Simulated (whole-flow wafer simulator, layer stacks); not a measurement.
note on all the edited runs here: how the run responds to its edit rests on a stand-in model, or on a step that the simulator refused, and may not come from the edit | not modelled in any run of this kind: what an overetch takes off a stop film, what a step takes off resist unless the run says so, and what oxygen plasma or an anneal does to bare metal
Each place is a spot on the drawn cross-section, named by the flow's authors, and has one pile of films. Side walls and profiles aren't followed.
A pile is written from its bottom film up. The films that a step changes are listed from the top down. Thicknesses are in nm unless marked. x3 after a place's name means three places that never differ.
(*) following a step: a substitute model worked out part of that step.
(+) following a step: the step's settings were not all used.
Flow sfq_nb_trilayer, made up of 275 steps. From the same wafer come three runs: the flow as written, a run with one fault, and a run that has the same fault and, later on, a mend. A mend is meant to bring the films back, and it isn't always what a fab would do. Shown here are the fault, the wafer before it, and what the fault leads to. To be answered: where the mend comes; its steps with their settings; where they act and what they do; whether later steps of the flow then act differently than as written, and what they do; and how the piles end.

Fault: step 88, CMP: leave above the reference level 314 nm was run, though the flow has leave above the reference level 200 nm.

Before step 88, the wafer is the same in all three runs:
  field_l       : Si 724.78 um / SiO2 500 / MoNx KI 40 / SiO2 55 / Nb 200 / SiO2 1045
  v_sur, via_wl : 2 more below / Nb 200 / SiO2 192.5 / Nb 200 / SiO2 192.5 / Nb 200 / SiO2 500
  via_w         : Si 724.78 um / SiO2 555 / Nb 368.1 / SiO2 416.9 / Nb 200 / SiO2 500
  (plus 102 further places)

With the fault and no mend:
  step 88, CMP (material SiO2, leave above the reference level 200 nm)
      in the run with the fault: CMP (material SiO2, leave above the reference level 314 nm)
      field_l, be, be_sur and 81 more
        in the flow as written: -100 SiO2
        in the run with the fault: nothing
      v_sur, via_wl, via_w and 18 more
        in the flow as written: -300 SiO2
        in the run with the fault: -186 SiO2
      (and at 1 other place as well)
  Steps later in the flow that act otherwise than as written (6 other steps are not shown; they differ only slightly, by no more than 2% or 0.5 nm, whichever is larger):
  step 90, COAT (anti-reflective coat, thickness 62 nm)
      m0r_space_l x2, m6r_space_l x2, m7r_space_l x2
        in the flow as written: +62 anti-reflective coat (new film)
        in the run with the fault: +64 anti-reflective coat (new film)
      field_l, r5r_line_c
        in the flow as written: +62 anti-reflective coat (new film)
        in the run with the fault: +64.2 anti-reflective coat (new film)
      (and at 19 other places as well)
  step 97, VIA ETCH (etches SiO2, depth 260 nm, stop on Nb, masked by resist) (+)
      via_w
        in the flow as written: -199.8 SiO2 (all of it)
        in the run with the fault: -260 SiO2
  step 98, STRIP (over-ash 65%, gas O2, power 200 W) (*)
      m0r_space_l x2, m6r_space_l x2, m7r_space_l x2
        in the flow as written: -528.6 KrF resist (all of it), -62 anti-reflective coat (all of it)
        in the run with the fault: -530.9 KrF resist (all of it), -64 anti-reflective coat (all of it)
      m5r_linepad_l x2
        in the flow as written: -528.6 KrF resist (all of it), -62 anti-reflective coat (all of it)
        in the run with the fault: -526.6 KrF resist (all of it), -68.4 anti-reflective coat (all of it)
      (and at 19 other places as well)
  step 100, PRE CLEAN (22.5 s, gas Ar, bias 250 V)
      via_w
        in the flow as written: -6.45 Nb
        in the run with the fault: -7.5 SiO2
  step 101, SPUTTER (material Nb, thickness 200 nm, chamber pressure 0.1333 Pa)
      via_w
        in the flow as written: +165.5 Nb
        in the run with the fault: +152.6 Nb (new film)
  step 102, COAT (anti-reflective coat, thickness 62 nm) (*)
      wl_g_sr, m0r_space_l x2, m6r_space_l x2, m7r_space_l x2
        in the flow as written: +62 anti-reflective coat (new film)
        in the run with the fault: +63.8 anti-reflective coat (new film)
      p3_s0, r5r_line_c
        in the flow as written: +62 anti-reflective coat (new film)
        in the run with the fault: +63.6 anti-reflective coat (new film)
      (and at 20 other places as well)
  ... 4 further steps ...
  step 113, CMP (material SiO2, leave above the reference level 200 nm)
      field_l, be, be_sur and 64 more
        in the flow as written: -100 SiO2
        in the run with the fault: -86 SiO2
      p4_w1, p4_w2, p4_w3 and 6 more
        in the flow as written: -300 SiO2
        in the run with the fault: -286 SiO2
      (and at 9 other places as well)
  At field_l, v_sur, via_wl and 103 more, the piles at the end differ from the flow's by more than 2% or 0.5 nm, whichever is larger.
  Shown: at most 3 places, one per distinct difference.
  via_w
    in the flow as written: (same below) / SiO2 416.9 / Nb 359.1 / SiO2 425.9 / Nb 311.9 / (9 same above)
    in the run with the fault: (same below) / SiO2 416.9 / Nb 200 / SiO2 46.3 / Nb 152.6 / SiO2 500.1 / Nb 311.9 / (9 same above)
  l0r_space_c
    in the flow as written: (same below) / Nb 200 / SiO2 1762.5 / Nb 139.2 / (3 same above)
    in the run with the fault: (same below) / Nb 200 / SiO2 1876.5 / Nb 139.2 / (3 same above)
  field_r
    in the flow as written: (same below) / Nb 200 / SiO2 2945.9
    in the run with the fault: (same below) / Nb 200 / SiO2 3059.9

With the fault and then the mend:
  The mend follows step 95.
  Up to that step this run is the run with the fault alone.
  step 95a, STRIP (over-ash 65%, gas O2, power 200 W) (*)
      res, r_end, moat, field_r, lsp_l, ln_m5, lsp_m, ln_m6
        -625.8 KrF resist (all of it), -62.1 anti-reflective coat (all of it)
      p4_w1, p3_s2, p3_l3, p3_s3, p3_l4, p3_s4, p3_l5
        -625.6 KrF resist (all of it), -62.1 anti-reflective coat (all of it)
      m0r_line_l x2, m6r_line_l x2, m7r_line_l x2
        -627.5 KrF resist (all of it), -62.4 anti-reflective coat (all of it)
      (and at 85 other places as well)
  step 95b, CMP (material SiO2, leave above the reference level 200 nm) (the flow's step 88 again)
      field_l, be, be_sur and 81 more
        -100 SiO2
      v_sur, via_wl, via_w and 19 more
        -114 SiO2
  step 95c, COAT (anti-reflective coat, thickness 62 nm) (the flow's step 90 again)
      field_l, v_sur, via_wl and 103 more
        +62 anti-reflective coat (new film)
  step 95d, COAT (KrF resist, thickness 650 nm) (the flow's step 91 again)
      field_l, v_sur, via_wl and 103 more
        +650 KrF resist (new film)
  step 95e, SOFTBAKE (KrF resist) (the flow's step 92 again)
      does not change any film at any place that is followed
  step 95f, EXPOSE (photomask I2, dose 11.91 mJ/cm2, NA 0.6, wavelength 248 nm) (*) (the flow's step 93 again)
      does not change any film at any place that is followed
  step 95g, PEB (KrF resist, 90 s) (the flow's step 94 again)
      field_l, v_sur, via_wl and 103 more
        -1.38 KrF resist
  step 95h, DEVELOP (KrF resist, thickness 650 nm, 60 s) (the flow's step 95 again)
      field_l, v_sur, via_wl and 102 more
        -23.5 KrF resist
      via_w
        -648.6 KrF resist (all of it)
  Every later step of the flow that is run acts as written at every place that is followed.
  By the end, the piles equal the flow's at every place that both follow.
